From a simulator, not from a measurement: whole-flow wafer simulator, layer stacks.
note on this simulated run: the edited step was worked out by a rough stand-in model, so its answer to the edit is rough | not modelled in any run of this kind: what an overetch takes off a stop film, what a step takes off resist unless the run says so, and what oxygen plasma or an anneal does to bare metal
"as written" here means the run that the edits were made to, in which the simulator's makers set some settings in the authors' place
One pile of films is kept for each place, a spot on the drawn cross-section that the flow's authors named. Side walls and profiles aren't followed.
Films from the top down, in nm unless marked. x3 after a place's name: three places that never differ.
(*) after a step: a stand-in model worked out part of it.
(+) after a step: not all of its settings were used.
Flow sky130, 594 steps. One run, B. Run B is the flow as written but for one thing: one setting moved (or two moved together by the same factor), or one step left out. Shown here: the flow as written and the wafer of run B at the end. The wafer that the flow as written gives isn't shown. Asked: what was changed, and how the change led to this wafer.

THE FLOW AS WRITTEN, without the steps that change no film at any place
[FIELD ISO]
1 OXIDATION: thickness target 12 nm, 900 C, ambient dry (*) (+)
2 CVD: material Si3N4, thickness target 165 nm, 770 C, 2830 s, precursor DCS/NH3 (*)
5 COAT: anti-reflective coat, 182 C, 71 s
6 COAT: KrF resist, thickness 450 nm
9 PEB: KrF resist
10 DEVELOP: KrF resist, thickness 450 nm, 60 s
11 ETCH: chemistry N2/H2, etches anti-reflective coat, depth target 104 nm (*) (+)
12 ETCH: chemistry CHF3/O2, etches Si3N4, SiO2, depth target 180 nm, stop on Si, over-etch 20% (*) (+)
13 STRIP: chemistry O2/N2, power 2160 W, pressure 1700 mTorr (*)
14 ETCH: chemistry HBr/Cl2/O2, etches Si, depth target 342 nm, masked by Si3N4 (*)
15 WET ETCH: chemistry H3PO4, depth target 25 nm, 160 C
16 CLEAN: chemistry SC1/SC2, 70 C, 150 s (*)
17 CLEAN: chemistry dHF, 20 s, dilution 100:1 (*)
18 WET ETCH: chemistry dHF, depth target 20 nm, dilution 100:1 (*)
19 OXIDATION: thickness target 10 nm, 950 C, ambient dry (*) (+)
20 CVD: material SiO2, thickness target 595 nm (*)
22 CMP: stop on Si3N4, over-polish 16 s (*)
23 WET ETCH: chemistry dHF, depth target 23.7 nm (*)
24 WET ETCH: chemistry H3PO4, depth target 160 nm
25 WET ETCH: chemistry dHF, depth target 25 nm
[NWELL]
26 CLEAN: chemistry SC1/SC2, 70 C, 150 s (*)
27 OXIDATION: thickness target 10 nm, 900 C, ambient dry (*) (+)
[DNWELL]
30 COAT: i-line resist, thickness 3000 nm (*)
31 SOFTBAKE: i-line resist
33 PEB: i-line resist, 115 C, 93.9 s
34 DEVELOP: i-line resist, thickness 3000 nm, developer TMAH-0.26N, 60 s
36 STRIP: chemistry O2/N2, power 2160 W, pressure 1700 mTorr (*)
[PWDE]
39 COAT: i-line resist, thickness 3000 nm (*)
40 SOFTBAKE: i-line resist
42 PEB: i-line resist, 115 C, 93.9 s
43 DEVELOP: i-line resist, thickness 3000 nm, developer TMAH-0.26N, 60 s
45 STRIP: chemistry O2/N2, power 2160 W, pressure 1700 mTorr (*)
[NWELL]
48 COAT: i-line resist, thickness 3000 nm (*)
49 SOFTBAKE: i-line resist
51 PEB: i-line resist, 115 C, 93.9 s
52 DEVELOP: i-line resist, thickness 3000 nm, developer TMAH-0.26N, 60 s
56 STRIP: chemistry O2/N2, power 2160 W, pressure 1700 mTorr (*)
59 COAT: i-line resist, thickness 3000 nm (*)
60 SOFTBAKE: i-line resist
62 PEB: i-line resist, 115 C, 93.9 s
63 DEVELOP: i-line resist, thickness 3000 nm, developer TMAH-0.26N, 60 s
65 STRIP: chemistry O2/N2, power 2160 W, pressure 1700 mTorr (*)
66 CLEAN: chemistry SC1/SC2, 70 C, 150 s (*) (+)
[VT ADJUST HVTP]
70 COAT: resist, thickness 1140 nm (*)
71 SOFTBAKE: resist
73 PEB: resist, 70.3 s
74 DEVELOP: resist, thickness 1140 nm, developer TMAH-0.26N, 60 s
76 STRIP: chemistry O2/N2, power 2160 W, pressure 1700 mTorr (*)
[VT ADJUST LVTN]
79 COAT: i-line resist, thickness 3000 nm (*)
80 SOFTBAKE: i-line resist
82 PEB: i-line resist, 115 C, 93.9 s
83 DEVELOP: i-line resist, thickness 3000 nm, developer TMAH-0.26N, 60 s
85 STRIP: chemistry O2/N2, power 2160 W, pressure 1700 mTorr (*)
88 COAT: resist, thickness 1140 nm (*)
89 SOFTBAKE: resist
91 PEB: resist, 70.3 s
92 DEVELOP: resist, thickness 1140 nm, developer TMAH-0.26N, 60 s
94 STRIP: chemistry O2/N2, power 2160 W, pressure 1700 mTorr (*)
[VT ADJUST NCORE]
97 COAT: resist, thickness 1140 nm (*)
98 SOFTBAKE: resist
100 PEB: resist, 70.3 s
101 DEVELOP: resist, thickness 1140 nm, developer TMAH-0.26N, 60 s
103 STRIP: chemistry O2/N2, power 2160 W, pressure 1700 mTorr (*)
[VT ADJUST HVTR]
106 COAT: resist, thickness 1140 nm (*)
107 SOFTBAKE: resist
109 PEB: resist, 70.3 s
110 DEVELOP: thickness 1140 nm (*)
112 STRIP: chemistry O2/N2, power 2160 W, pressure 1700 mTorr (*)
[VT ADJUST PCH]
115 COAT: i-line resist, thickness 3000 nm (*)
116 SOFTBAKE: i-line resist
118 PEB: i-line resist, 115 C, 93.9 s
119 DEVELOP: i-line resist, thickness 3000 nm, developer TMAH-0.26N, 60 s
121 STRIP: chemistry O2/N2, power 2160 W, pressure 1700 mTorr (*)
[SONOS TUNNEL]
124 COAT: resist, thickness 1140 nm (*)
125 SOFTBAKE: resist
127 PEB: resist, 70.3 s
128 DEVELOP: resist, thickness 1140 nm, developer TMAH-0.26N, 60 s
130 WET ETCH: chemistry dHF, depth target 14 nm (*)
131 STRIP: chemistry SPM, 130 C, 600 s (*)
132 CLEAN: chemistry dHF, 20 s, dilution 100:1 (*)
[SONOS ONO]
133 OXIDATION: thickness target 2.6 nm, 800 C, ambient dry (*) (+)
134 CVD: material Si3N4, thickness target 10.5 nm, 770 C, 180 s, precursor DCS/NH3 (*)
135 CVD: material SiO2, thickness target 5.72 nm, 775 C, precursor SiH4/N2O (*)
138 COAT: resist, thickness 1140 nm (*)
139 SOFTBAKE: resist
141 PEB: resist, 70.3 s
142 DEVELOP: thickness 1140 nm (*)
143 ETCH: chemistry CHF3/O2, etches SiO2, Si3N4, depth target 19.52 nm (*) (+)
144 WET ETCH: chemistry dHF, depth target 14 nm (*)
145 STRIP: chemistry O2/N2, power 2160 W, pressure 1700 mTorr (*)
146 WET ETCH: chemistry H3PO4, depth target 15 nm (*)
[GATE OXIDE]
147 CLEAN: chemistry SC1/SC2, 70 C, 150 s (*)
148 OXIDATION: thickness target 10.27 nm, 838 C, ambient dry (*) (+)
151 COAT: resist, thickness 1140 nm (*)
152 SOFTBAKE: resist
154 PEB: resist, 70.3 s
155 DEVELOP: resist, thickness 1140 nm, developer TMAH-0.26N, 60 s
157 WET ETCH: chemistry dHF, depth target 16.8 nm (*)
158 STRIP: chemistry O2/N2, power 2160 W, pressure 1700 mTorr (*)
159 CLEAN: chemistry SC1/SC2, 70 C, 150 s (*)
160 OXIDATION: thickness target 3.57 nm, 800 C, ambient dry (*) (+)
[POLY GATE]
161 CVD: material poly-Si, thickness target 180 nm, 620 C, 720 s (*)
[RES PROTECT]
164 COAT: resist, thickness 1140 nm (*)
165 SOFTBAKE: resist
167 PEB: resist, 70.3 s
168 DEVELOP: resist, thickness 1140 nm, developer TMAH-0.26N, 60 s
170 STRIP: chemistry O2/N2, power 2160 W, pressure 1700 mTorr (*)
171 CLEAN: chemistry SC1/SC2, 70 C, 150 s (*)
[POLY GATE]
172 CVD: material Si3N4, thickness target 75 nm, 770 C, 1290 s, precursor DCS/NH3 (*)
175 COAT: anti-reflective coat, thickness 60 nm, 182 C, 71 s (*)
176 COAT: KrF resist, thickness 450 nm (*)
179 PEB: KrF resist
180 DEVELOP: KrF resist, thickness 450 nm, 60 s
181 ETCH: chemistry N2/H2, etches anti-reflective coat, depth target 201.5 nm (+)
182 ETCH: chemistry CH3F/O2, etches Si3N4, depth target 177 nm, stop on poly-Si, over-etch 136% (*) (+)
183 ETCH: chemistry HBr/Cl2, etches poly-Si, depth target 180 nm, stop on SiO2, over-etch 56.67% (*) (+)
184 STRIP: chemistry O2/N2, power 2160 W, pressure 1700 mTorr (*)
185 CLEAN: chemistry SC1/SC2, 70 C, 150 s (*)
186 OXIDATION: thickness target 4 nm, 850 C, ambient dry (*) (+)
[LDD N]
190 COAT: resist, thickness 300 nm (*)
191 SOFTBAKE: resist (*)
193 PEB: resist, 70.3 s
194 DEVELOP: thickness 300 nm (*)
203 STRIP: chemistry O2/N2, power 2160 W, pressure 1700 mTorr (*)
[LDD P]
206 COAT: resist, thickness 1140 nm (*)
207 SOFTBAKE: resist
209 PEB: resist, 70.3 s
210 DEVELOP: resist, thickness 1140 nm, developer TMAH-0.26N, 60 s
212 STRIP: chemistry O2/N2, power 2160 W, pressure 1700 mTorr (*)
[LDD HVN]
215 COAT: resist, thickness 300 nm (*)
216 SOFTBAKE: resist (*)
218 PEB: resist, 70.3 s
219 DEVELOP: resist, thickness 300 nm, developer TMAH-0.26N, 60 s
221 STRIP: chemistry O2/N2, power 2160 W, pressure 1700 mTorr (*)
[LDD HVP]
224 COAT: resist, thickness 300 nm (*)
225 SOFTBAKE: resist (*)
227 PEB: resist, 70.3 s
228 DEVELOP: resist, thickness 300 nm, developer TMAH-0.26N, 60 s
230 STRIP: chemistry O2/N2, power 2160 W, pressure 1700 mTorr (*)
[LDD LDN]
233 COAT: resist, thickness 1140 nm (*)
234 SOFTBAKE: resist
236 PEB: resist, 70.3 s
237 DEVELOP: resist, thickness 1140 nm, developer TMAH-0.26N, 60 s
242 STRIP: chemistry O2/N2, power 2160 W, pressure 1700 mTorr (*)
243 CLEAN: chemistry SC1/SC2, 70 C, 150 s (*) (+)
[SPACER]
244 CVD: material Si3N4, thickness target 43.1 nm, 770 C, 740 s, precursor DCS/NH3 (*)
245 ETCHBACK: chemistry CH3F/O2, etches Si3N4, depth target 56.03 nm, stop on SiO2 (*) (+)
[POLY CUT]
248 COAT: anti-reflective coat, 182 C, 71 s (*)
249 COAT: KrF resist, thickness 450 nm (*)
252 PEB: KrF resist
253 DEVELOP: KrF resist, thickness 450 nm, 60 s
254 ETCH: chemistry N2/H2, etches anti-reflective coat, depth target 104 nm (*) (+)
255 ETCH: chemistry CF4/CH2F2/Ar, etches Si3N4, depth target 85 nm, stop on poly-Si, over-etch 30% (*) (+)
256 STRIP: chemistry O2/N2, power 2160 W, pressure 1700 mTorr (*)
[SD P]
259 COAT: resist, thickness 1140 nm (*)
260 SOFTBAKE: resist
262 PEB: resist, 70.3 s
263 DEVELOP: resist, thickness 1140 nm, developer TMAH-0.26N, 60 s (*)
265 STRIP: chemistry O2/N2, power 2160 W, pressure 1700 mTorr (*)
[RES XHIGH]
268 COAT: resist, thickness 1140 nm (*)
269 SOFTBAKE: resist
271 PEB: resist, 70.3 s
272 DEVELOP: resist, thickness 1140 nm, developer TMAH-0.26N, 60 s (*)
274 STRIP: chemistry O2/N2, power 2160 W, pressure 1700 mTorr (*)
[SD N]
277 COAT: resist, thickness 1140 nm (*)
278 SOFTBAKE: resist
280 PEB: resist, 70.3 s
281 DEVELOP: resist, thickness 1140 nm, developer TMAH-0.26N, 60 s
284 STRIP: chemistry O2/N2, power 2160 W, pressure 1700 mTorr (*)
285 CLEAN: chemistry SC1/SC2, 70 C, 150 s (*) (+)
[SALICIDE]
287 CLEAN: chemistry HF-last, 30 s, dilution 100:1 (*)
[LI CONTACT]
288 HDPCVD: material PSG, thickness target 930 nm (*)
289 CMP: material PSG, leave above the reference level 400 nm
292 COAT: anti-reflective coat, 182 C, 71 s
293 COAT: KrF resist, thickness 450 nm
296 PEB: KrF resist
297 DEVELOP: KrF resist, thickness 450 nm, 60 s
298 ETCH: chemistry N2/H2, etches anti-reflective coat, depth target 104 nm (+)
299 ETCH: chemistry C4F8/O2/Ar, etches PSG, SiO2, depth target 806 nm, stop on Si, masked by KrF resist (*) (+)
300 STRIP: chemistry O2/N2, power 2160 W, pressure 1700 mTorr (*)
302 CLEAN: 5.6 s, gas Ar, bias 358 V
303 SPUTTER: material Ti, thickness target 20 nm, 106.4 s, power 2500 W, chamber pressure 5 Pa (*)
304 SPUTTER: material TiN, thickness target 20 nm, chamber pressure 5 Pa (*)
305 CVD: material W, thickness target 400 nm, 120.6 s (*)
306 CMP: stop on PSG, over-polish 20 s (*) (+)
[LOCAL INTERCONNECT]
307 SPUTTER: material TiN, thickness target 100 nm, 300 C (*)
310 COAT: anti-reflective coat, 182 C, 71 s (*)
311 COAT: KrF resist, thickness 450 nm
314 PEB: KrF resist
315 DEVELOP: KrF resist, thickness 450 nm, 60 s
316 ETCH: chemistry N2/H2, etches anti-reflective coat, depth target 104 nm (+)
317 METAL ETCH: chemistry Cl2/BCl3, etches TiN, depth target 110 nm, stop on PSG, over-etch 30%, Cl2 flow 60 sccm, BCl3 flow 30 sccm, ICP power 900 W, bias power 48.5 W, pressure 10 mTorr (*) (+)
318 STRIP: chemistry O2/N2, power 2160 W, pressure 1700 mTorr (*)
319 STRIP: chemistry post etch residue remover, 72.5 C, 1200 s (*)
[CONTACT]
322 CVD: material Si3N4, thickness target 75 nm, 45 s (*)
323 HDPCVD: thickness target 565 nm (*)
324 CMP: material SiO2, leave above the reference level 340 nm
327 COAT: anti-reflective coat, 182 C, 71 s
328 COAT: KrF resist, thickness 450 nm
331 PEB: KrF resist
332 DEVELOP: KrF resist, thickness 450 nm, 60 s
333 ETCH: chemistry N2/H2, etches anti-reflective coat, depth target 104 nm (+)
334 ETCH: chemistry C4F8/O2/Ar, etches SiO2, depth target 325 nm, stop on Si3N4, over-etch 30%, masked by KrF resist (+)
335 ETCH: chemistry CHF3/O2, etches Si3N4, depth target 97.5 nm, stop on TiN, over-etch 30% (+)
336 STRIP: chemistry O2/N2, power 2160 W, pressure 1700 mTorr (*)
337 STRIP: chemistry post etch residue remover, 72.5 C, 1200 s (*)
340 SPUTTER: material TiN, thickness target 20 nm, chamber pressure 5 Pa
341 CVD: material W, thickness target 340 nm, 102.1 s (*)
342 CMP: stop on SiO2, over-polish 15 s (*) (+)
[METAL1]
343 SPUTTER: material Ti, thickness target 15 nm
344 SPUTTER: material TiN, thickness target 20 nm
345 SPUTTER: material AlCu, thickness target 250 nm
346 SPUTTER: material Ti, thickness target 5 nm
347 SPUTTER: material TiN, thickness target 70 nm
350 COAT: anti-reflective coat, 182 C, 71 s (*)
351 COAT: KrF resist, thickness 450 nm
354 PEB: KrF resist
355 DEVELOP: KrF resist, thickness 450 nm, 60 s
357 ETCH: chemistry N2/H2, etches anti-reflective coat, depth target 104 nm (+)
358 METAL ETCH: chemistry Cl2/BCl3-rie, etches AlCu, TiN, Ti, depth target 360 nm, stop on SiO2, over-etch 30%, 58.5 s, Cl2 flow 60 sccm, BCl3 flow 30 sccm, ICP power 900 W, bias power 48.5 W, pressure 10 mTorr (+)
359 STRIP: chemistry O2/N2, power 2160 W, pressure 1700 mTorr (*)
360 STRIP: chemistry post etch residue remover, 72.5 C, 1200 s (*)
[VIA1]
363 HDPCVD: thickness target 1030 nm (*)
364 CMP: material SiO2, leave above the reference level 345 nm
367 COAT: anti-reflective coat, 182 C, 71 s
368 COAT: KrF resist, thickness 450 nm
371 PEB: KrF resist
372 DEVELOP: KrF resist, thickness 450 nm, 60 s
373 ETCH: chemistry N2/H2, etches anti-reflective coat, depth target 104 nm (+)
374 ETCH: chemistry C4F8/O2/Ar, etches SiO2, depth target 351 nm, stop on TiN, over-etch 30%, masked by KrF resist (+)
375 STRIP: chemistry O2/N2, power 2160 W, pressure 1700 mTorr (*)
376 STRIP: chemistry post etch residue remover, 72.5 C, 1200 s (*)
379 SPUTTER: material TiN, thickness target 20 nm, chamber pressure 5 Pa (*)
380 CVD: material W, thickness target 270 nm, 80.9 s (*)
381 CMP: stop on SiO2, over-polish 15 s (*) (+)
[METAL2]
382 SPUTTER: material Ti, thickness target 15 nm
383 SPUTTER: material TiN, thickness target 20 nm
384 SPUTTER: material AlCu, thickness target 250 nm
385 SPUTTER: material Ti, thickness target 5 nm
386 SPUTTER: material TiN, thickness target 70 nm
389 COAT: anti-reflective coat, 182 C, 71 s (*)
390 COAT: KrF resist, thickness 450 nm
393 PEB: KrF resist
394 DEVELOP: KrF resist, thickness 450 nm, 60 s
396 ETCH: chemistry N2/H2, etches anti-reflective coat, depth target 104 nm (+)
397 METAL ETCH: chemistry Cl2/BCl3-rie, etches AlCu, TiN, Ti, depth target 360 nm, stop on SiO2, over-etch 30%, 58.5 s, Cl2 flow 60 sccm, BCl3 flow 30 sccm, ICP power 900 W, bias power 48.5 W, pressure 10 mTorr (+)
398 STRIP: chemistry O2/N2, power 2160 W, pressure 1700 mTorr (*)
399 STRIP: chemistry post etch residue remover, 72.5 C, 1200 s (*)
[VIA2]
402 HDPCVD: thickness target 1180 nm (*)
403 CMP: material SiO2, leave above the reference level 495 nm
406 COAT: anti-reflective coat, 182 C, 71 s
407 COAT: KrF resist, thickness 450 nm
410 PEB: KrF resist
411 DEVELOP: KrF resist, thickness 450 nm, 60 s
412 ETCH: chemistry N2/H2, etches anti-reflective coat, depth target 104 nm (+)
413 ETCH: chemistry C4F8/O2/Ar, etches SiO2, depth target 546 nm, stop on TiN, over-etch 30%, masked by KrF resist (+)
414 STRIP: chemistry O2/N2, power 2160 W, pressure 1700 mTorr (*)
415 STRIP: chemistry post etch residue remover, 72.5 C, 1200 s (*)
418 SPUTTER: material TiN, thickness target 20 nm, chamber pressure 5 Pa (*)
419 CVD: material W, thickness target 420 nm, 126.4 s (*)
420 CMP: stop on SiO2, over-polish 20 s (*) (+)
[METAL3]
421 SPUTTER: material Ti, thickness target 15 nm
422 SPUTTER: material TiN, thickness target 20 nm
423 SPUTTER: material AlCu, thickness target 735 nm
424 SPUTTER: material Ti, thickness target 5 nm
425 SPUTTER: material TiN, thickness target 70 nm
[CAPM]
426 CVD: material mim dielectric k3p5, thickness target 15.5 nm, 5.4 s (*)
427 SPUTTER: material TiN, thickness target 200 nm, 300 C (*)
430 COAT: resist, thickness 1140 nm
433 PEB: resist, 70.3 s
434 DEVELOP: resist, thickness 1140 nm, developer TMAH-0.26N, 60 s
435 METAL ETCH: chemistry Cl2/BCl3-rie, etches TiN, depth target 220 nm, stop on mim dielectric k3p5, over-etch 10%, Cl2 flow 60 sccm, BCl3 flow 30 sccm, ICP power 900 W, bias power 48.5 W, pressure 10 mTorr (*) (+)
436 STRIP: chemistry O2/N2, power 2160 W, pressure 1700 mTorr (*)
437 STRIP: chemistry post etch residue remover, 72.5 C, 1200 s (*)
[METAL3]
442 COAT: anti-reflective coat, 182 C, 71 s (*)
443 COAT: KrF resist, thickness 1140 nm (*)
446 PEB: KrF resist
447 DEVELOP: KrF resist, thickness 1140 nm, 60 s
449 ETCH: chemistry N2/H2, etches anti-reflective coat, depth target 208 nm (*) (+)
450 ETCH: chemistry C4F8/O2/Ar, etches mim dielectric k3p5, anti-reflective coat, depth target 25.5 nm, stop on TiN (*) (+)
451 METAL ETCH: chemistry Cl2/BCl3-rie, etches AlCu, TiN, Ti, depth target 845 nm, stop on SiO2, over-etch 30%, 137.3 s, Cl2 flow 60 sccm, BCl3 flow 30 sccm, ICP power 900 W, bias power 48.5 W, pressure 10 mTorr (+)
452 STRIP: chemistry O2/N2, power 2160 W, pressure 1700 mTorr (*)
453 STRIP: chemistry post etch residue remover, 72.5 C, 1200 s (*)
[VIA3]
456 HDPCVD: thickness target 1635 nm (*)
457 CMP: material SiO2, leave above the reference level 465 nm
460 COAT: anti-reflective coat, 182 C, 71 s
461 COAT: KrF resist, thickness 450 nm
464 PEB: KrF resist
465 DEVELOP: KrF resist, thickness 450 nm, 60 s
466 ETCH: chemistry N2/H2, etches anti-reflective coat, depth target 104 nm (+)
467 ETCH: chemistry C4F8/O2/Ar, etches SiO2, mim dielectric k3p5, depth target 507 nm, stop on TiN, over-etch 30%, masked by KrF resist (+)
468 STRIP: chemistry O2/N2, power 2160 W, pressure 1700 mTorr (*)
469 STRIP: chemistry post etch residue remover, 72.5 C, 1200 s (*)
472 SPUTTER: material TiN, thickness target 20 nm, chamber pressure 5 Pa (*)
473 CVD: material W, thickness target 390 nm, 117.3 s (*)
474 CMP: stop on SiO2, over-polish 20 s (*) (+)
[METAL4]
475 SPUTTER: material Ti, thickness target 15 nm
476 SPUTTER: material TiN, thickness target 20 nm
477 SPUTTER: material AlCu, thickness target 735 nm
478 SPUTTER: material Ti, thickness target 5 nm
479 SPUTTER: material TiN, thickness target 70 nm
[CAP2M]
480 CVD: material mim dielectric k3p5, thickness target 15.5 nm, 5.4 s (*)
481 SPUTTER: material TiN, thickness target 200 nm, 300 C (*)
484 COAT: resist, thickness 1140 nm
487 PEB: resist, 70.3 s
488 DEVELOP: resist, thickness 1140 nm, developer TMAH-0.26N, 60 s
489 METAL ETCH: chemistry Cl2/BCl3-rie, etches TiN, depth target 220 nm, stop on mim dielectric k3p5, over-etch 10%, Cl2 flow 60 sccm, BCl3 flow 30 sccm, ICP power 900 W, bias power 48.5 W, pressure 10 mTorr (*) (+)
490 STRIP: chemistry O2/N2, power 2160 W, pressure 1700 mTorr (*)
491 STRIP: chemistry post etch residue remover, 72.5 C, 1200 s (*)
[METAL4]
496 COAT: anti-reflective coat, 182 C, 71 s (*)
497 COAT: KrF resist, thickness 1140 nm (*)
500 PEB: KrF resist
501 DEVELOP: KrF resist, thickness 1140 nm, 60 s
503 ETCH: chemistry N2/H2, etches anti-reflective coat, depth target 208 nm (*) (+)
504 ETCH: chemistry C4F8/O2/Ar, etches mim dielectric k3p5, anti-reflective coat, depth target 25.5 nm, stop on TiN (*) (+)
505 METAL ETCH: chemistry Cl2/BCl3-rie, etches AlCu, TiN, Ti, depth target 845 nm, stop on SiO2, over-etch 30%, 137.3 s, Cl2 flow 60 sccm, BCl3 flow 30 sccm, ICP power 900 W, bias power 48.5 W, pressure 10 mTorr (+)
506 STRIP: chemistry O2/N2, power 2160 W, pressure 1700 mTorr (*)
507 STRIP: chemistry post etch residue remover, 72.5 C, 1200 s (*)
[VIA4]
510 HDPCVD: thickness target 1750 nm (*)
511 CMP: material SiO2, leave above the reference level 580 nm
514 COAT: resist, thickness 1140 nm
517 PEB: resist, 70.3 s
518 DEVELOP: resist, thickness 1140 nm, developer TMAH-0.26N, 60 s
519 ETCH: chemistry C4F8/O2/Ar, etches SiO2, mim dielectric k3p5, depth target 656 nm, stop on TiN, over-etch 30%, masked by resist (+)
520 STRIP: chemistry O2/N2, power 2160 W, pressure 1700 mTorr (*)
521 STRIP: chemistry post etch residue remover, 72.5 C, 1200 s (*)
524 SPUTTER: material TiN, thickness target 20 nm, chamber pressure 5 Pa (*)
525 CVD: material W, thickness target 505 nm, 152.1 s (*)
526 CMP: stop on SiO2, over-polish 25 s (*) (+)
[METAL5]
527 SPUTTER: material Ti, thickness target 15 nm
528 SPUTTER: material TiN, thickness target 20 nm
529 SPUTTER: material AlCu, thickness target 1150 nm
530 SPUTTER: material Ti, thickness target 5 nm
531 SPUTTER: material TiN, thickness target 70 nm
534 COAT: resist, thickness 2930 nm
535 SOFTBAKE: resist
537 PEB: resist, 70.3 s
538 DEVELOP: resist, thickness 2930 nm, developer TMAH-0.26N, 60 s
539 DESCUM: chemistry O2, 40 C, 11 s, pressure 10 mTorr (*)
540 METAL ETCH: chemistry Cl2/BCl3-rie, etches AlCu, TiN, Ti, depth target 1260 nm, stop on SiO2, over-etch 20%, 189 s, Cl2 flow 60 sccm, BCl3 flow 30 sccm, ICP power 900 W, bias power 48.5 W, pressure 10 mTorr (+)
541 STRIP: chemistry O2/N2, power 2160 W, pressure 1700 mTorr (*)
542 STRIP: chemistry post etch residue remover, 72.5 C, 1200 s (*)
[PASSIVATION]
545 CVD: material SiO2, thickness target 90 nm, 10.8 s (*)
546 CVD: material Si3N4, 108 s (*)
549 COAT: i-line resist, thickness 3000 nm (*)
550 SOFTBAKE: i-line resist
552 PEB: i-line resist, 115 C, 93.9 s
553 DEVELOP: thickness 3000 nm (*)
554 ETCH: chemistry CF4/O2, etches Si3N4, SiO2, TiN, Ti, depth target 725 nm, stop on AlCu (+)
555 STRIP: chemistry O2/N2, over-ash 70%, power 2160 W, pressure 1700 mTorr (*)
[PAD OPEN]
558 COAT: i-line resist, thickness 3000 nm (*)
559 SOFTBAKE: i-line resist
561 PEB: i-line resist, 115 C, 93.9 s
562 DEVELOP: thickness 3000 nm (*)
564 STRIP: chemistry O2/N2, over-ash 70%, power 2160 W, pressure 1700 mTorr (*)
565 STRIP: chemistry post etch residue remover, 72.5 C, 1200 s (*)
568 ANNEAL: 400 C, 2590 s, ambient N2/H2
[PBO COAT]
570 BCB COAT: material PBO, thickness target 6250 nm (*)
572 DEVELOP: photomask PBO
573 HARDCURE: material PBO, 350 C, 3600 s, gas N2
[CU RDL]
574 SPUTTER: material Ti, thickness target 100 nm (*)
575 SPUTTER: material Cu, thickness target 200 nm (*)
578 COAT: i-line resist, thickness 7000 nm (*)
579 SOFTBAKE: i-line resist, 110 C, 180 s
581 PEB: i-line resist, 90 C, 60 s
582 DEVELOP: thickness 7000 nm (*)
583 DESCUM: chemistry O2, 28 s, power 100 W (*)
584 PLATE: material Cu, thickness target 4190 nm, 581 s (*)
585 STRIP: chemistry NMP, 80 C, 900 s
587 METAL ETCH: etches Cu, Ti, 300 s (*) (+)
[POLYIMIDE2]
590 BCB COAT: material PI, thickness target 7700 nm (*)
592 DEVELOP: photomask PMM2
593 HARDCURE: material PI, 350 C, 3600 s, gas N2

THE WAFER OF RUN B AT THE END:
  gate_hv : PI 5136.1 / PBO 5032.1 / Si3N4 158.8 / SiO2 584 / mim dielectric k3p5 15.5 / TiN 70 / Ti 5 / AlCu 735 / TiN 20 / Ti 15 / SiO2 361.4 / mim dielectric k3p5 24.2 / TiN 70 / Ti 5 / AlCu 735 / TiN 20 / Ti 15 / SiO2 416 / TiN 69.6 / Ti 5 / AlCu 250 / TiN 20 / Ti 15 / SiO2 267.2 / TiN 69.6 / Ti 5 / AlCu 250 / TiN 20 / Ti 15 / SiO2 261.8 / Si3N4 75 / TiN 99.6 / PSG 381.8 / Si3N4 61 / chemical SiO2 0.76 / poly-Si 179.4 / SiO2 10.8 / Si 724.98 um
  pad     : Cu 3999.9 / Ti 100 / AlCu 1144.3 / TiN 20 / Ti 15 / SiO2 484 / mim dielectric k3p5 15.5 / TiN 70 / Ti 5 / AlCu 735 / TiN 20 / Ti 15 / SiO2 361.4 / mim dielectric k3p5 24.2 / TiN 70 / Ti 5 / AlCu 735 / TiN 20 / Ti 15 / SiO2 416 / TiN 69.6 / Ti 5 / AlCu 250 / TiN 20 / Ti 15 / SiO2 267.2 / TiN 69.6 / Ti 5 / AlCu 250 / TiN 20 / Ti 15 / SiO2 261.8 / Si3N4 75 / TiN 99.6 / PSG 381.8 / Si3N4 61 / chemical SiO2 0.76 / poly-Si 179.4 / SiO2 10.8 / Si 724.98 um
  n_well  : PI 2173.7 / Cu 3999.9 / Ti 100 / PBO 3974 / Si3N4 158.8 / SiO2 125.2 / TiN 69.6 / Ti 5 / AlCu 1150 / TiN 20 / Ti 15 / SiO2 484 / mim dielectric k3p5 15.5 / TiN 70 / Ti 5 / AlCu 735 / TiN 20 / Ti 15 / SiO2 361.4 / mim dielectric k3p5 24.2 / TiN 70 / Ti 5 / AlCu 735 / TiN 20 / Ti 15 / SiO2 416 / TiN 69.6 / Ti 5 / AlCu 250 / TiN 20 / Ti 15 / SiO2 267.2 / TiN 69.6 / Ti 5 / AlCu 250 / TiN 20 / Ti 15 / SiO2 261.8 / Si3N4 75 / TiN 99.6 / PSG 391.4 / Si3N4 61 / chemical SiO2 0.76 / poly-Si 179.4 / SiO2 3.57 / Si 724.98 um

The cause: step 426, CVD: thickness target 24.2 nm was run, where the flow has thickness target 15.5 nm; step 426, CVD: 8.42 s was run, where the flow has 5.4 s.
It can be read off the wafer: gate_hv has mim dielectric k3p5 24.2, and step 426 as written asks for 15.5 nm.

How the change led to this, step by step:
  426 CVD: material mim dielectric k3p5, thickness target 15.5 nm, 5.4 s (*)
      field, active, n_well and 188 more: mim dielectric k3p5 +24.2 (new film) (as written it would be: mim dielectric k3p5 +15.5 (new film))
  450 ETCH: chemistry C4F8/O2/Ar, etches mim dielectric k3p5, anti-reflective coat, depth target 25.5 nm, stop on TiN (*) (+)
      n_well, p_well, gate_hv and 104 more: KrF resist -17 (as written it would be: KrF resist -15.5)
      field, active, gate and 82 more: mim dielectric k3p5 -24.2 (all of it) (as written it would be: mim dielectric k3p5 -15.5 (all of it))
  467 ETCH: chemistry C4F8/O2/Ar, etches SiO2, mim dielectric k3p5, depth target 507 nm, stop on TiN, over-etch 30%, masked by KrF resist (+)
      m1: SiO2 -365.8 (all of it), mim dielectric k3p5 -24.2 (all of it) (as written it would be: SiO2 -374.5 (all of it), mim dielectric k3p5 -15.5 (all of it))
      via3_hole: SiO2 -365.2 (all of it), mim dielectric k3p5 -24.2 (all of it) (as written it would be: SiO2 -373.9 (all of it), mim dielectric k3p5 -15.5 (all of it))
